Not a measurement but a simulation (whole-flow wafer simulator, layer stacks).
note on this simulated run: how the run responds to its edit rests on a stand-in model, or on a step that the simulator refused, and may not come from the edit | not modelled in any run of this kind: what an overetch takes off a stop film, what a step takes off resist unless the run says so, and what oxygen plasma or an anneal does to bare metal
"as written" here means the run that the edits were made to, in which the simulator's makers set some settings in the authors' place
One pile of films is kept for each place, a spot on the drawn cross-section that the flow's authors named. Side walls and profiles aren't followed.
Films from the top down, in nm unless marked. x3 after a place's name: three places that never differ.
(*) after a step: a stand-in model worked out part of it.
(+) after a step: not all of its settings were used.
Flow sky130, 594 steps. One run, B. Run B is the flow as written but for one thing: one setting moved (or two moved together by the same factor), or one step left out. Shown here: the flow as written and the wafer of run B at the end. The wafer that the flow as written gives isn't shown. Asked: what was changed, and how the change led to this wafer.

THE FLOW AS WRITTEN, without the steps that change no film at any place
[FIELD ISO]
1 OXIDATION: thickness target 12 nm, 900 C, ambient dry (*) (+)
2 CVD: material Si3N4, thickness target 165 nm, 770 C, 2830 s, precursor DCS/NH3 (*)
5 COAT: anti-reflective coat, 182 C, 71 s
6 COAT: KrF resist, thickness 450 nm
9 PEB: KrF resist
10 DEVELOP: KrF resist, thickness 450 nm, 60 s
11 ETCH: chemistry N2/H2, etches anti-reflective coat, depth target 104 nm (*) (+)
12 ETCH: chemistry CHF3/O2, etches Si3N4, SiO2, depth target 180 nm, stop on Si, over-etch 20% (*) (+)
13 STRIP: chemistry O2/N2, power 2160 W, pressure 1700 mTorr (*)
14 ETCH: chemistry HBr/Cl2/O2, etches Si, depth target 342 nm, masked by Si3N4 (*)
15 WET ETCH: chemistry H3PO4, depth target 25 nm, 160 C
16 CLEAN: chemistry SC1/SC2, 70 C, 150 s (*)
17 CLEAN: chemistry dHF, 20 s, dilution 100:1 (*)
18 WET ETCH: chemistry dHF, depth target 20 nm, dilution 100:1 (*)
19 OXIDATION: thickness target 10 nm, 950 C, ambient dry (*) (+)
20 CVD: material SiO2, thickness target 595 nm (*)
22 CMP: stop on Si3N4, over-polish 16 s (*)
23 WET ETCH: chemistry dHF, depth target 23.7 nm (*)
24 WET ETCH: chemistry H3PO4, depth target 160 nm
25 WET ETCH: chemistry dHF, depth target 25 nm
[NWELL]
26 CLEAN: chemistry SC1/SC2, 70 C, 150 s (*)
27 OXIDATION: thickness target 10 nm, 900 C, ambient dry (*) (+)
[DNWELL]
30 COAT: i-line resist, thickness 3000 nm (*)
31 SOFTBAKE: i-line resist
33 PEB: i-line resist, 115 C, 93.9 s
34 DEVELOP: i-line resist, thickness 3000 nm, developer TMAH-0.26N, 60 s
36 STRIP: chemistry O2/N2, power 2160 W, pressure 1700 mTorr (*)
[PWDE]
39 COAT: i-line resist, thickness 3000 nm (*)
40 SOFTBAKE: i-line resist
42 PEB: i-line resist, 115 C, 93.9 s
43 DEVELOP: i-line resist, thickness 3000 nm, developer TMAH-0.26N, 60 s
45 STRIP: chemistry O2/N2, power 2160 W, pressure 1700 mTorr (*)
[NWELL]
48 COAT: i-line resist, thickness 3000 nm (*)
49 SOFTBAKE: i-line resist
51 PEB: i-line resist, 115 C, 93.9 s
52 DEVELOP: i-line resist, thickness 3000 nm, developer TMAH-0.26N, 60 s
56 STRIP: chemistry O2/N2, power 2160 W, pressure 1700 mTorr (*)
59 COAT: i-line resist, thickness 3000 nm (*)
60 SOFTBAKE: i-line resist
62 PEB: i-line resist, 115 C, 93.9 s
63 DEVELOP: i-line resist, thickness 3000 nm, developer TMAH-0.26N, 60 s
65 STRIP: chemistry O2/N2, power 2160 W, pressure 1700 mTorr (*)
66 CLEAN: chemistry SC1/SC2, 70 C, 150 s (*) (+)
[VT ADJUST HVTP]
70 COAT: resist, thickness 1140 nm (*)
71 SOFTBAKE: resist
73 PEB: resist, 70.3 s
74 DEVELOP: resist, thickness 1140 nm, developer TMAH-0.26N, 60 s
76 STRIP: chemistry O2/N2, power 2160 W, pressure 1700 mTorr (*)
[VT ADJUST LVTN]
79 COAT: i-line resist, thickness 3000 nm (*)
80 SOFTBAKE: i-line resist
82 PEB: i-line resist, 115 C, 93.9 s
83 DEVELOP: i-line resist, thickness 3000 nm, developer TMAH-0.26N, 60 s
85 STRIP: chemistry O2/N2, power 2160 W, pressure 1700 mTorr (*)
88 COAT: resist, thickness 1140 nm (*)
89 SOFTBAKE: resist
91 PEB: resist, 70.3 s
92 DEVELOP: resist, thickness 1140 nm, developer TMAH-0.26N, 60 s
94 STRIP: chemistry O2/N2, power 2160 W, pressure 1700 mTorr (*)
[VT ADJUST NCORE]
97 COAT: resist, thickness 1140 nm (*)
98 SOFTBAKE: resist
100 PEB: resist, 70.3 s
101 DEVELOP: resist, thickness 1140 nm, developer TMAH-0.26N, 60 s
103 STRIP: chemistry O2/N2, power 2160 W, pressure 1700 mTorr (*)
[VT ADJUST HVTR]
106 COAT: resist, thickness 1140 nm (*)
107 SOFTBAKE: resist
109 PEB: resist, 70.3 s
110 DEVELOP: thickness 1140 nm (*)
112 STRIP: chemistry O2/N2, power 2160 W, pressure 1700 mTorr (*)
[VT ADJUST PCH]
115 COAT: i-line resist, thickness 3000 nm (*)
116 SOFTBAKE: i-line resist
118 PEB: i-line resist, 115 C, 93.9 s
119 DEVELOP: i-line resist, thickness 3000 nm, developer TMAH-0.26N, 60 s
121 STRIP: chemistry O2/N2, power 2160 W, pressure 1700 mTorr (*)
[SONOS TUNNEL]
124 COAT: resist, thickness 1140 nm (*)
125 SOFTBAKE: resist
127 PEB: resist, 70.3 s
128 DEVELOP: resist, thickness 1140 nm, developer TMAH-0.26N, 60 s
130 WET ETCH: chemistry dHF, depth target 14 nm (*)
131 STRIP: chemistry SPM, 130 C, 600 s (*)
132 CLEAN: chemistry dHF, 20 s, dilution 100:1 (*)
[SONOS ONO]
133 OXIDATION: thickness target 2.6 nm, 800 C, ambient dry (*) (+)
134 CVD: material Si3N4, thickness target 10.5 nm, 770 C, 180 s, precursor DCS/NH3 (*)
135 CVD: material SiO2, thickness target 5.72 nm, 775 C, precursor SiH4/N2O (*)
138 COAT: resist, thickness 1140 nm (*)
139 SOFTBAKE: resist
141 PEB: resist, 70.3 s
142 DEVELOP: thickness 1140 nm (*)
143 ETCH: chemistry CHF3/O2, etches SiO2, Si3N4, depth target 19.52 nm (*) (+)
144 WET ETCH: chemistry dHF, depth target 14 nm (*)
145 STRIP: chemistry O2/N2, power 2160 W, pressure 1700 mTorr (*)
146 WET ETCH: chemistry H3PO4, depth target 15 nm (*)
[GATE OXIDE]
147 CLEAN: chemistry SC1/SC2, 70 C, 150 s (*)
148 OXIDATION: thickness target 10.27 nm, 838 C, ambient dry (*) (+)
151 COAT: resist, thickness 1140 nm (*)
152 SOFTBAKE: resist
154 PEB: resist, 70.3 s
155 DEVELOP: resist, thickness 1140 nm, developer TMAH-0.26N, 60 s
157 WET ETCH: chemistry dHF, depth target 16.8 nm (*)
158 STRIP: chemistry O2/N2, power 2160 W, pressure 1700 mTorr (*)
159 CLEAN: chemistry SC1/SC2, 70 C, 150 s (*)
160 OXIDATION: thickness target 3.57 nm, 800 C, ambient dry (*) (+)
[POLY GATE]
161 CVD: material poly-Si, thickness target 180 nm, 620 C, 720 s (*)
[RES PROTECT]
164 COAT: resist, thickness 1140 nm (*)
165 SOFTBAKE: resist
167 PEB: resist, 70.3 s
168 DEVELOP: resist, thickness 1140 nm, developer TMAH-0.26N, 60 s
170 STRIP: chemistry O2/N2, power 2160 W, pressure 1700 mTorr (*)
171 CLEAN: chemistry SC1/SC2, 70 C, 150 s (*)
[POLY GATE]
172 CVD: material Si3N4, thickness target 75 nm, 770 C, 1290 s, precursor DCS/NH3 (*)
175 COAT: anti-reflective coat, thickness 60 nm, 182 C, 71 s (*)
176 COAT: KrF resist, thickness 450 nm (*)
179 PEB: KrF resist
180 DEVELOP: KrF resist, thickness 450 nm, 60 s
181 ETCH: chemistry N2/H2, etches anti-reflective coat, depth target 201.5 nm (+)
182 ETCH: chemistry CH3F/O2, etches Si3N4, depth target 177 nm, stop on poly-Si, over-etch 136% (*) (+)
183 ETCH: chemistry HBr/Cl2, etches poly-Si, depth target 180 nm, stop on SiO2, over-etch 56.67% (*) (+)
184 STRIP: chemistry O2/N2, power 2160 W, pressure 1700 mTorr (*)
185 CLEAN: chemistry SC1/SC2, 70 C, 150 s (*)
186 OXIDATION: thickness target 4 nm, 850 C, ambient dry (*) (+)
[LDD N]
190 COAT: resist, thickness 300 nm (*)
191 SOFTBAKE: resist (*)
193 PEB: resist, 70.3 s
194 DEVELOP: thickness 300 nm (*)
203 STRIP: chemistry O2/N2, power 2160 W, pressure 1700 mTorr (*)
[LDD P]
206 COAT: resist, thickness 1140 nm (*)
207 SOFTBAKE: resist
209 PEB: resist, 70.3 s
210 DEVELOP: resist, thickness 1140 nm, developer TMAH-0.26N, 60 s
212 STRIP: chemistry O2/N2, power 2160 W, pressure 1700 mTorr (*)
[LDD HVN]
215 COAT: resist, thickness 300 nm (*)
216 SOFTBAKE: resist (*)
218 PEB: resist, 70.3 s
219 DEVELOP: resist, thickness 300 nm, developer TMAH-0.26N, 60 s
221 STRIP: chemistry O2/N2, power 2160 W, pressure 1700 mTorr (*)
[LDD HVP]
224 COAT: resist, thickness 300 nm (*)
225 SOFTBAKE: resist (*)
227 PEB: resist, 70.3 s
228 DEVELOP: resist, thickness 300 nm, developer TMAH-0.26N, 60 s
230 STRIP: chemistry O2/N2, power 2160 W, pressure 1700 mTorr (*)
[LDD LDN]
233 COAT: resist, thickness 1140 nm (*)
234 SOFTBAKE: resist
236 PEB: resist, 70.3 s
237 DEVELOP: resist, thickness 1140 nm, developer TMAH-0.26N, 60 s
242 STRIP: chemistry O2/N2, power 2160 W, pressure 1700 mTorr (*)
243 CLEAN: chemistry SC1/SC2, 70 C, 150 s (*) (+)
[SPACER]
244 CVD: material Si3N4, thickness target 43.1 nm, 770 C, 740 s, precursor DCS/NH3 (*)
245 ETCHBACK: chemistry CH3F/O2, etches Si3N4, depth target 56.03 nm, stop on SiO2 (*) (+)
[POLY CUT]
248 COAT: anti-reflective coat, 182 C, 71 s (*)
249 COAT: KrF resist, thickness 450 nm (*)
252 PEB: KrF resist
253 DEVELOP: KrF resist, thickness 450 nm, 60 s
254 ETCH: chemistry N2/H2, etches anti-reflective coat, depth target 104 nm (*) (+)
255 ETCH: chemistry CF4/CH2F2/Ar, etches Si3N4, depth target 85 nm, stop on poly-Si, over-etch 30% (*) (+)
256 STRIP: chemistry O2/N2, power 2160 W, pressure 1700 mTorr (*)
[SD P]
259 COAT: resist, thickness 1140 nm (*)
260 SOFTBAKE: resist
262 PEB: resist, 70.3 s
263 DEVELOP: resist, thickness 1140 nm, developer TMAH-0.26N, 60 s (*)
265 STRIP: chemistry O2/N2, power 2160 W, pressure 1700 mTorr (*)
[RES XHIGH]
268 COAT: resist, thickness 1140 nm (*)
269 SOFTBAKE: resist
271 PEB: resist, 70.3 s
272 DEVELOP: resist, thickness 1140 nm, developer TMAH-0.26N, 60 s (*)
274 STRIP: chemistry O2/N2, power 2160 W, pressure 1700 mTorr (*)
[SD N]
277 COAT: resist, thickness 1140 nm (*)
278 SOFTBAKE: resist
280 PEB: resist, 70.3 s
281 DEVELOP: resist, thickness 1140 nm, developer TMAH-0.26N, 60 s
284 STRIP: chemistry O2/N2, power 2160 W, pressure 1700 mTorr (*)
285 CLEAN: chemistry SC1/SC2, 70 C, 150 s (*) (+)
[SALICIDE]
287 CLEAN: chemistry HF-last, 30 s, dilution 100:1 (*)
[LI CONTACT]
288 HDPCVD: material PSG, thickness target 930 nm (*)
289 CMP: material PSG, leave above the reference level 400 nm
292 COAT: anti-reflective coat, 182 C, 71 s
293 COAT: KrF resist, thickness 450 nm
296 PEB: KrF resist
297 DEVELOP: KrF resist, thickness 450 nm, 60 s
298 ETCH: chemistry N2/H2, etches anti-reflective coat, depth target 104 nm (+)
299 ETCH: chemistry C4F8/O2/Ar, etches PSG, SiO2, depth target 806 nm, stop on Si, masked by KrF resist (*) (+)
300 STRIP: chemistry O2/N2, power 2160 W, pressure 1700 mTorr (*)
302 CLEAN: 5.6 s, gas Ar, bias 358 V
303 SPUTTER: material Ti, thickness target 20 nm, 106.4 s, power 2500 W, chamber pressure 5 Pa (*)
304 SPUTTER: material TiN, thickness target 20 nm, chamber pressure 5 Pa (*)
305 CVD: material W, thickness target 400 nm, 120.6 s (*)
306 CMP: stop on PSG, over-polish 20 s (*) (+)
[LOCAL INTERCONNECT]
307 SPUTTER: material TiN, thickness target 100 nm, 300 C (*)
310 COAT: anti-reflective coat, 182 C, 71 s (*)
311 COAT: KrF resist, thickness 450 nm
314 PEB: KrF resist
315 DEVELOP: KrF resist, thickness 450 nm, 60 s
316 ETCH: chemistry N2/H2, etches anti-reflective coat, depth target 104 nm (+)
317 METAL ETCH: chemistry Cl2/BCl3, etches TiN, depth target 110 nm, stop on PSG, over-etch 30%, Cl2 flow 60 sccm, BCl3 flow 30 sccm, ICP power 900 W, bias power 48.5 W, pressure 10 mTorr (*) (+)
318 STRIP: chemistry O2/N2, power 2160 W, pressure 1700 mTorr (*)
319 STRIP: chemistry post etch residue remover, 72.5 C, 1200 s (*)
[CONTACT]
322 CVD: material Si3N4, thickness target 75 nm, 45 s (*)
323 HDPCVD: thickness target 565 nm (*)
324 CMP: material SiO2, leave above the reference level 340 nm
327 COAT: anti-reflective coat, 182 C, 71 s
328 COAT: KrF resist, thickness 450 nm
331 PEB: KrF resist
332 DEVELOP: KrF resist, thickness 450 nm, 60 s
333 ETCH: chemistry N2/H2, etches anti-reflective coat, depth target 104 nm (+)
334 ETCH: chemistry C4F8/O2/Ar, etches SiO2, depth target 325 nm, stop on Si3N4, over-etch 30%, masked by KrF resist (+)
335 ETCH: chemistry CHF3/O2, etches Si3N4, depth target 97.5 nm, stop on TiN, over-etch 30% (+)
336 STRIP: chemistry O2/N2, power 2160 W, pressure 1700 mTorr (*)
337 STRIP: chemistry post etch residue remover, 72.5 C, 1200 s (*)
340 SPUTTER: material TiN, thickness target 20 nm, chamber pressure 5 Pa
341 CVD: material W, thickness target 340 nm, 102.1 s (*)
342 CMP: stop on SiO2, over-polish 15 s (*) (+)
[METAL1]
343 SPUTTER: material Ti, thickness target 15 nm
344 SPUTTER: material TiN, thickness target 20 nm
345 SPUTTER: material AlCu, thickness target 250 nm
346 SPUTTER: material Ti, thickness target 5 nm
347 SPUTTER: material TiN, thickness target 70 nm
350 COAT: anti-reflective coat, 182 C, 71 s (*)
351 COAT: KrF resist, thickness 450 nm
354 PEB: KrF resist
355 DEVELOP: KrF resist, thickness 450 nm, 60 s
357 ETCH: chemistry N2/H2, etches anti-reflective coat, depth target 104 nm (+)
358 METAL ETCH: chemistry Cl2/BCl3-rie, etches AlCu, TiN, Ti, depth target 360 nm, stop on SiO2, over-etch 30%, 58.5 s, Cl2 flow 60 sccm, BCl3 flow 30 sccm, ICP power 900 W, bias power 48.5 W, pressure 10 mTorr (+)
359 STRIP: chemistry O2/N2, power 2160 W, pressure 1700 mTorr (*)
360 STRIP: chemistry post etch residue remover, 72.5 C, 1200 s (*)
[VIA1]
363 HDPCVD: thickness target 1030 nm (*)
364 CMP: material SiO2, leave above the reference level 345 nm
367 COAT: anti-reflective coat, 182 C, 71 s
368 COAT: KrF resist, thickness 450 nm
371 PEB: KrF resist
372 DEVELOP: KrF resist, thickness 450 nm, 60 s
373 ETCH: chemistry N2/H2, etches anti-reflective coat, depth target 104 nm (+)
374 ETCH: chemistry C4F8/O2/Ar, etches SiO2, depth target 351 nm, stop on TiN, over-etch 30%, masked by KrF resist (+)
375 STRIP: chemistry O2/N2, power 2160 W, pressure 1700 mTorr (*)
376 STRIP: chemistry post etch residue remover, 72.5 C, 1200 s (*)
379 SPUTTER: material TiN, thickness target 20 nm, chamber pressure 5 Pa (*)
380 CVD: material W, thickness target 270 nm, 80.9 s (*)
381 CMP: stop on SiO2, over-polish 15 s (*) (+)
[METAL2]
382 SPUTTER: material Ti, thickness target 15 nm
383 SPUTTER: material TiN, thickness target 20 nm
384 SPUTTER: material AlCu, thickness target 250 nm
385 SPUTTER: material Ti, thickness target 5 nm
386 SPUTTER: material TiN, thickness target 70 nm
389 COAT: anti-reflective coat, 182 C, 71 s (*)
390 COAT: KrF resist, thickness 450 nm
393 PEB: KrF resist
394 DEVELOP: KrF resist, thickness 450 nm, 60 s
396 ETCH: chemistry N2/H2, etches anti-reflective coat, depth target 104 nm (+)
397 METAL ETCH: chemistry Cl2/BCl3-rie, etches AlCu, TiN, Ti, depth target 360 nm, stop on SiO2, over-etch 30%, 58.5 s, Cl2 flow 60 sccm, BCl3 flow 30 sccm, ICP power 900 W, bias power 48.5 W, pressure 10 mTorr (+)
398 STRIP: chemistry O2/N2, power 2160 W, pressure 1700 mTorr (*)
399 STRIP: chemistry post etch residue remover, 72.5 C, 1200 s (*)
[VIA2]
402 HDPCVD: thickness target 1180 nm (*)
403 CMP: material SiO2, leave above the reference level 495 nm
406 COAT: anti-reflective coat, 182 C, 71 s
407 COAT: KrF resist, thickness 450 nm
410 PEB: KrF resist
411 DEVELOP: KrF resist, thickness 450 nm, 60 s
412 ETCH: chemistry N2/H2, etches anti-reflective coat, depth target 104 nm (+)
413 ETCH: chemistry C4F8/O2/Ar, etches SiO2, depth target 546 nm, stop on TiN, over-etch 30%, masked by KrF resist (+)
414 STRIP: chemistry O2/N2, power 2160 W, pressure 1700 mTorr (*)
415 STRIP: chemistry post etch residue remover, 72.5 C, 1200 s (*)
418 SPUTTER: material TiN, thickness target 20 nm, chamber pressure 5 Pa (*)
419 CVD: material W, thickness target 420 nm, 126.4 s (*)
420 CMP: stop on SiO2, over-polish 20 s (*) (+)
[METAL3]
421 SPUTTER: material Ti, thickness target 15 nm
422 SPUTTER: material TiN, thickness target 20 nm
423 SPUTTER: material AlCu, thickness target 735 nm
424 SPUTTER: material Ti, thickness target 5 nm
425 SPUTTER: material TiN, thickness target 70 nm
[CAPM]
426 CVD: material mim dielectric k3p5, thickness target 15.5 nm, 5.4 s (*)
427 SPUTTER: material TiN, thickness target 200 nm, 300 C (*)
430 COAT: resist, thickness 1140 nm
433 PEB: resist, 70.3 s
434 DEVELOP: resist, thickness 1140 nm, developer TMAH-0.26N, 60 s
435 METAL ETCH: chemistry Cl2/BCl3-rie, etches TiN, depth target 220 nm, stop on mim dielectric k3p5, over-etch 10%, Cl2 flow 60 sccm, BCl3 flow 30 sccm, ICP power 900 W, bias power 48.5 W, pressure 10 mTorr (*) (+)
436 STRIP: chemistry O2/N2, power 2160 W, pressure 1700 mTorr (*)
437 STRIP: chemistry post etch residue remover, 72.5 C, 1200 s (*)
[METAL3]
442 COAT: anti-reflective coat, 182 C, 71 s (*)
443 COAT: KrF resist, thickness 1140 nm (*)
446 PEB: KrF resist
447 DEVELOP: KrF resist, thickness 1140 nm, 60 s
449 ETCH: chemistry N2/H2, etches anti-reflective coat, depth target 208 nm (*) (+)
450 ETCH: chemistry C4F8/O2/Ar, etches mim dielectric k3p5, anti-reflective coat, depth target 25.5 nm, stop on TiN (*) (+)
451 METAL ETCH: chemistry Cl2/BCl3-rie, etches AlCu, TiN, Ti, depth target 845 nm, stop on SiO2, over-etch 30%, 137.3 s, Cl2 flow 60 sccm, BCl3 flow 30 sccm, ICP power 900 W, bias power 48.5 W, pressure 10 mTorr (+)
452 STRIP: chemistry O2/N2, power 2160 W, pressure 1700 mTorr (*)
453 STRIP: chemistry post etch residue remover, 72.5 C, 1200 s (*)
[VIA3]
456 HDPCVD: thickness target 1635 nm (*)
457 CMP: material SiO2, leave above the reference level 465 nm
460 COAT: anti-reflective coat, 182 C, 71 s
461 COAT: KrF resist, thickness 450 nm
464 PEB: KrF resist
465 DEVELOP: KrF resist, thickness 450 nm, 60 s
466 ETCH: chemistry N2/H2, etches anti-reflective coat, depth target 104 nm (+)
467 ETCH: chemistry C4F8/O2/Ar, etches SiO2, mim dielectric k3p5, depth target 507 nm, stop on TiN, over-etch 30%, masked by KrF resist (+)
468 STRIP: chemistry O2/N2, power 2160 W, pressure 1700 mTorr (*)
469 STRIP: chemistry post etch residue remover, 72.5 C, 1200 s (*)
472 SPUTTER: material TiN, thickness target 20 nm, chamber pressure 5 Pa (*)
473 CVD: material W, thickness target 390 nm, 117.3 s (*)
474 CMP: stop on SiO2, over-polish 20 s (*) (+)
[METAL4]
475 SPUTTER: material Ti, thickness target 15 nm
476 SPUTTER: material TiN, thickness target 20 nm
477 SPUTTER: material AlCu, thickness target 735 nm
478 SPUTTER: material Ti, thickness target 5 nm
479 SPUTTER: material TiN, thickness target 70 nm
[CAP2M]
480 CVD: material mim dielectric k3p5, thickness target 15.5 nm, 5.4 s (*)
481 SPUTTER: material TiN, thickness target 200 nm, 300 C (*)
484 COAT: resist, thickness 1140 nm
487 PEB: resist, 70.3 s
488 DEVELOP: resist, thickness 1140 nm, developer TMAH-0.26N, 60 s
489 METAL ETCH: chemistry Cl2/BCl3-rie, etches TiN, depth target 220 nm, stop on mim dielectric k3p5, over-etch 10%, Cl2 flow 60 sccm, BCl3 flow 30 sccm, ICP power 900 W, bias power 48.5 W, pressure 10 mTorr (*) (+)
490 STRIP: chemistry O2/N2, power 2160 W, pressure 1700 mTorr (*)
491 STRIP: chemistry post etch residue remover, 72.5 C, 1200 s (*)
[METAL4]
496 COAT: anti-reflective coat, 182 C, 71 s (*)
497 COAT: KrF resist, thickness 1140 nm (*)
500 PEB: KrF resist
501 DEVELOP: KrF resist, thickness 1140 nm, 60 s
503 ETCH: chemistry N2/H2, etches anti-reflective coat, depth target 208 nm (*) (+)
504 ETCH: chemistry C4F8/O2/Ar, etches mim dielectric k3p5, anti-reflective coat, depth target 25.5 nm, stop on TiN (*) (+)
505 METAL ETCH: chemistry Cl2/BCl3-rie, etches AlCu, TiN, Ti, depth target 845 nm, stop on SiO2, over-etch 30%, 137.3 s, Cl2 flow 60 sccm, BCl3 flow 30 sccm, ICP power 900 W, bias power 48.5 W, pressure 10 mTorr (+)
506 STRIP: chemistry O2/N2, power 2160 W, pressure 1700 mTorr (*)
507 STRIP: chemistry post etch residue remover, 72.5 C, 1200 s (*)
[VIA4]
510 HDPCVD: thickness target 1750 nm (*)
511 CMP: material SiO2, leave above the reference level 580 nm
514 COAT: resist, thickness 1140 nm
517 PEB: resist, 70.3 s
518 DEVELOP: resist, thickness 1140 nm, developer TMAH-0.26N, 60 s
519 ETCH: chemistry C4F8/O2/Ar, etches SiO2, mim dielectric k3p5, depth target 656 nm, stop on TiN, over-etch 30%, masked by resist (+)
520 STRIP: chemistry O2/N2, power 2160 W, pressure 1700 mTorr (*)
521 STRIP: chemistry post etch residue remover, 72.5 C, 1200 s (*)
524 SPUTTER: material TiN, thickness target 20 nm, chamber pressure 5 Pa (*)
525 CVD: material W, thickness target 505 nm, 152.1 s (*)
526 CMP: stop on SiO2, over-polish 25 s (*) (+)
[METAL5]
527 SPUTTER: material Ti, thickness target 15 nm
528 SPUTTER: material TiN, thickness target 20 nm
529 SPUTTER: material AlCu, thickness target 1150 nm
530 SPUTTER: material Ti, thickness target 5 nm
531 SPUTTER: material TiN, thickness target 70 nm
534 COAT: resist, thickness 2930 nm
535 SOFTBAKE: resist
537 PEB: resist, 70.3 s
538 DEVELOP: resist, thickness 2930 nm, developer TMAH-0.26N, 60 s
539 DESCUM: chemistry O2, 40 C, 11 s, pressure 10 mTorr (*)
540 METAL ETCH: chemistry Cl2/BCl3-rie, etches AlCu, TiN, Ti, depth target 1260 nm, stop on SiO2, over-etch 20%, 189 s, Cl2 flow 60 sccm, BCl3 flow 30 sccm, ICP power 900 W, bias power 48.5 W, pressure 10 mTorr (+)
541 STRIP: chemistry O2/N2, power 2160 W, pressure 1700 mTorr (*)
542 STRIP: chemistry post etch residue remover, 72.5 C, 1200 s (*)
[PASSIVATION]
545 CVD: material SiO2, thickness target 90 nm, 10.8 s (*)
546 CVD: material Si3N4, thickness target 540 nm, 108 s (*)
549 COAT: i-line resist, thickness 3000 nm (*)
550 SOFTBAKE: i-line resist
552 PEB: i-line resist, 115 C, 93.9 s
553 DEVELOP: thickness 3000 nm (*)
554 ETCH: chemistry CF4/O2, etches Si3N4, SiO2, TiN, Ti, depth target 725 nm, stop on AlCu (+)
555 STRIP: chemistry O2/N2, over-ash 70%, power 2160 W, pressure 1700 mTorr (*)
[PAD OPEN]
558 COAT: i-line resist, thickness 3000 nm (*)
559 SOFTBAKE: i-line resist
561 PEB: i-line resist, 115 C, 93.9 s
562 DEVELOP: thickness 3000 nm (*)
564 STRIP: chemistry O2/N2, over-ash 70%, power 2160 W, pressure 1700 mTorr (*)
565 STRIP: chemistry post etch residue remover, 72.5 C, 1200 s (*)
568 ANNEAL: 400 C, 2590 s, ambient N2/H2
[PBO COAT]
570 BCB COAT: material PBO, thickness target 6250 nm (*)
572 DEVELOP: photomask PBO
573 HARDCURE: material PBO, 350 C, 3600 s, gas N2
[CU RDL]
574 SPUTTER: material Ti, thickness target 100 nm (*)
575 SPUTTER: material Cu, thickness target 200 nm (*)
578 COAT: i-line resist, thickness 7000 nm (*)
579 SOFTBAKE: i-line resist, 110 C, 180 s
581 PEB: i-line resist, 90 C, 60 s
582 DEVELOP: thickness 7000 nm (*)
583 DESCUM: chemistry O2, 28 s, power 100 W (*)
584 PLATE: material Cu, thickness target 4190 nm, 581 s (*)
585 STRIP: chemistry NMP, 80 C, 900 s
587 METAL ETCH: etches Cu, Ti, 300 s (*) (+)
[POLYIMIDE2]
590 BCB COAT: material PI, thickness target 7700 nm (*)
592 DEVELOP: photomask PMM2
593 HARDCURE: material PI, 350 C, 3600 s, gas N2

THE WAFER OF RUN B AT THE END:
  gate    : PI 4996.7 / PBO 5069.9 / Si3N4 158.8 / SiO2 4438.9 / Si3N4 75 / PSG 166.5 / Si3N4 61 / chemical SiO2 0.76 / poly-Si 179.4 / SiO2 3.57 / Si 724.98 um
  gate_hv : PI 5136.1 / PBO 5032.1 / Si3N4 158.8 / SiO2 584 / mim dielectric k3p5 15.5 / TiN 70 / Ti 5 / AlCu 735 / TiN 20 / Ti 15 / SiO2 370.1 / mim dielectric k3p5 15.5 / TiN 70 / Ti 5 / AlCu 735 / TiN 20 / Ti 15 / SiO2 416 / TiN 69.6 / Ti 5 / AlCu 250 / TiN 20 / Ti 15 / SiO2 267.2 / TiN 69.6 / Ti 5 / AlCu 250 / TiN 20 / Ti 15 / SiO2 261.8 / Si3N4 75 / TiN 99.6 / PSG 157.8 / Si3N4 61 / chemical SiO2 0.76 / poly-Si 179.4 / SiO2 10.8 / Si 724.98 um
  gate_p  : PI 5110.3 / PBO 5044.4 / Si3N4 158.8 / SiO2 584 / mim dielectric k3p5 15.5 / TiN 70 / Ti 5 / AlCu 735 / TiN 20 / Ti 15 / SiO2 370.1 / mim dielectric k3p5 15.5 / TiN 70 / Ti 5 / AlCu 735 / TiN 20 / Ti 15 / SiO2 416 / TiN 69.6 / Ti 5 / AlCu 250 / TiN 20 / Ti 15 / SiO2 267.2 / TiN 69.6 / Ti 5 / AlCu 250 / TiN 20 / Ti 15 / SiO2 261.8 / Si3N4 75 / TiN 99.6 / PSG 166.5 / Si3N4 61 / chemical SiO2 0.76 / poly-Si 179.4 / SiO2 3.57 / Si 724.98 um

The cause: step 289, CMP: leave above the reference level 176 nm was run, where the flow has leave above the reference level 400 nm.

How the change led to this, step by step:
  289 CMP: material PSG, leave above the reference level 400 nm
      gate, spacer, gate_p and 34 more: PSG -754 (as written it would be: PSG -530)
      mim, vpp_sp, vpp_ln and 30 more: PSG -557.9 (as written it would be: PSG -333.9)
      (and at 122 more places)
  299 ETCH: chemistry C4F8/O2/Ar, etches PSG, SiO2, depth target 806 nm, stop on Si, masked by KrF resist (*) (+)
      field, active, n_well and 184 more: KrF resist -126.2 (as written it would be: KrF resist -161.2)
      contact, ndiff_licon, ndiff_licon_cpp: PSG -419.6 (all of it), SiO2 -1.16 (all of it) (as written it would be: PSG -643.6 (all of it), SiO2 -1.16 (all of it))
      (and at 2 more places)
  300 STRIP: chemistry O2/N2, power 2160 W, pressure 1700 mTorr (*)
      field, active, n_well and 184 more: KrF resist -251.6 (all of it), anti-reflective coat -80 (all of it) (as written it would be: KrF resist -216.6 (all of it), anti-reflective coat -80 (all of it))
  303 SPUTTER: material Ti, thickness target 20 nm, 106.4 s, power 2500 W, chamber pressure 5 Pa (*)
      ndiff_licon: Ti +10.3 (new film) (as written it would be: Ti +7.24 (new film))
      ndiff_licon_cpp: Ti +9.27 (new film) (as written it would be: Ti +6.53 (new film))
      (and at 1 more place)
  304 SPUTTER: material TiN, thickness target 20 nm, chamber pressure 5 Pa (*)
      ndiff_licon: TiN +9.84 (new film) (as written it would be: TiN +6.83 (new film))
      ndiff_licon_cpp: TiN +8.91 (new film) (as written it would be: TiN +6.17 (new film))
      (and at 1 more place)
  305 CVD: material W, thickness target 400 nm, 120.6 s (*)
      ndiff_licon: W +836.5 (new film) (as written it would be: W +1066.5 (new film))
      ndiff_licon_cpp: W +838.4 (new film) (as written it would be: W +1067.9 (new film))
      (and at 1 more place)
  306 CMP: stop on PSG, over-polish 20 s (*) (+)
      poly_licon: W -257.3 (as written it would be: W -33.3)
